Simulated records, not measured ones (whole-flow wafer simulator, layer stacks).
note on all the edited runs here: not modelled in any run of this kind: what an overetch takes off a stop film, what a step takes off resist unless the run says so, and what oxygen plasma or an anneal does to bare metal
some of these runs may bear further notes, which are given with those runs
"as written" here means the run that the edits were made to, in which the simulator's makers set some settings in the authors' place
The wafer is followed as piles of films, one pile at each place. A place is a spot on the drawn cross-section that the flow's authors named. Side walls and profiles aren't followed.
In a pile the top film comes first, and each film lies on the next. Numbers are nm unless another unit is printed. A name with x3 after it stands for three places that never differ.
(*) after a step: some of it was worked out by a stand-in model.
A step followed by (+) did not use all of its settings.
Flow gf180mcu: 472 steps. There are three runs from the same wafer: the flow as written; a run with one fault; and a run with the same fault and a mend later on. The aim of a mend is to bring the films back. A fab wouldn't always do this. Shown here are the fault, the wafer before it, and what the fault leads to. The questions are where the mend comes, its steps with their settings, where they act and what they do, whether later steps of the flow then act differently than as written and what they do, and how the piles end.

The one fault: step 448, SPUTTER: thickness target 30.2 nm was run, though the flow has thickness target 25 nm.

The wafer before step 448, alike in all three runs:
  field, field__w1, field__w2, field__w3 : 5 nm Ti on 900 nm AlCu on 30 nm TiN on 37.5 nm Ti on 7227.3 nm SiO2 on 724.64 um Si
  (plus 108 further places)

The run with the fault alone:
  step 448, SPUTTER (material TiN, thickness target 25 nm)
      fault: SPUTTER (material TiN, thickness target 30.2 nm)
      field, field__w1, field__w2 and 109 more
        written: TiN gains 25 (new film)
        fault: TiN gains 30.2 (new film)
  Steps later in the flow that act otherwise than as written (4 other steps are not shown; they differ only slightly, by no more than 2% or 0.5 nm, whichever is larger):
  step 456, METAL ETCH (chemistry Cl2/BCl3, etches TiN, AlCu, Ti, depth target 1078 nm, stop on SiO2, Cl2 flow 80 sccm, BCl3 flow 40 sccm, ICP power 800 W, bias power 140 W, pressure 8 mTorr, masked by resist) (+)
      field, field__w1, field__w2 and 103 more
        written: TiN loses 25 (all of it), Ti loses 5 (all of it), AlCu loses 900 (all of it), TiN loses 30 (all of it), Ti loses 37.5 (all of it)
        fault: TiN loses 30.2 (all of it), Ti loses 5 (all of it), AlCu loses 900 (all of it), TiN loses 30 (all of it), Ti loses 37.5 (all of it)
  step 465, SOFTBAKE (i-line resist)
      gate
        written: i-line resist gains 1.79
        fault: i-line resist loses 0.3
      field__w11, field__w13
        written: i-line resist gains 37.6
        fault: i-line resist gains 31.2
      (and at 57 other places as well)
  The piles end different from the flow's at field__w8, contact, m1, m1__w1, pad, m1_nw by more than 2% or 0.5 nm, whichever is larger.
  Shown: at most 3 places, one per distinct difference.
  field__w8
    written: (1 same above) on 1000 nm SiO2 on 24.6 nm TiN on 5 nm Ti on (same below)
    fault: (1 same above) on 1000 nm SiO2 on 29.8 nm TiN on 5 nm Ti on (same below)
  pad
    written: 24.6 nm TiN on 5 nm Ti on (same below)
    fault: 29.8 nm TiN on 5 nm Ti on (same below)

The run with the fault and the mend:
  The mend stands after step 455.
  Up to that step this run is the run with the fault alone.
  step 455a, STRIP (chemistry O2/N2, power 2160 W, pressure 1700 mTorr) (*)
      field__w8, contact, m1, m1__w1, pad, m1_nw
        resist loses 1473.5 (all of it)
  step 455b, METAL ETCH (chemistry Cl2/BCl3, etches TiN, AlCu, Ti, depth target 5.2 nm, Cl2 flow 80 sccm, BCl3 flow 40 sccm, ICP power 800 W, bias power 140 W, pressure 8 mTorr) (the flow's step 260 again, with other settings)
      field, field__w1, field__w2 and 109 more
        TiN loses 5.2
  step 455c, HMDS (120 C, 60 s) (the flow's step 450 again)
      leaves every film unchanged at each place that is followed
  step 455d, COAT (resist, thickness 1500 nm) (the flow's step 451 again)
      field, field__w1, field__w2 and 109 more
        resist gains 1500 (new film)
  step 455e, SOFTBAKE (resist) (the flow's step 452 again)
      leaves every film unchanged at each place that is followed
  step 455f, EXPOSE (photomask MetalTop) (the flow's step 453 again)
      leaves every film unchanged at each place that is followed
  step 455g, PEB (resist, 70.3 s) (the flow's step 454 again)
      field, field__w1, field__w2 and 109 more
        resist loses 26.5
  step 455h, DEVELOP (thickness 1500 nm, 60 s) (the flow's step 455 again)
      field, field__w1, field__w2 and 103 more
        resist loses 1473.5 (all of it)
  None of the later steps of the flow acts differently than as written at any place that is followed.
  At every place that both follow, the piles at the end match the flow's.
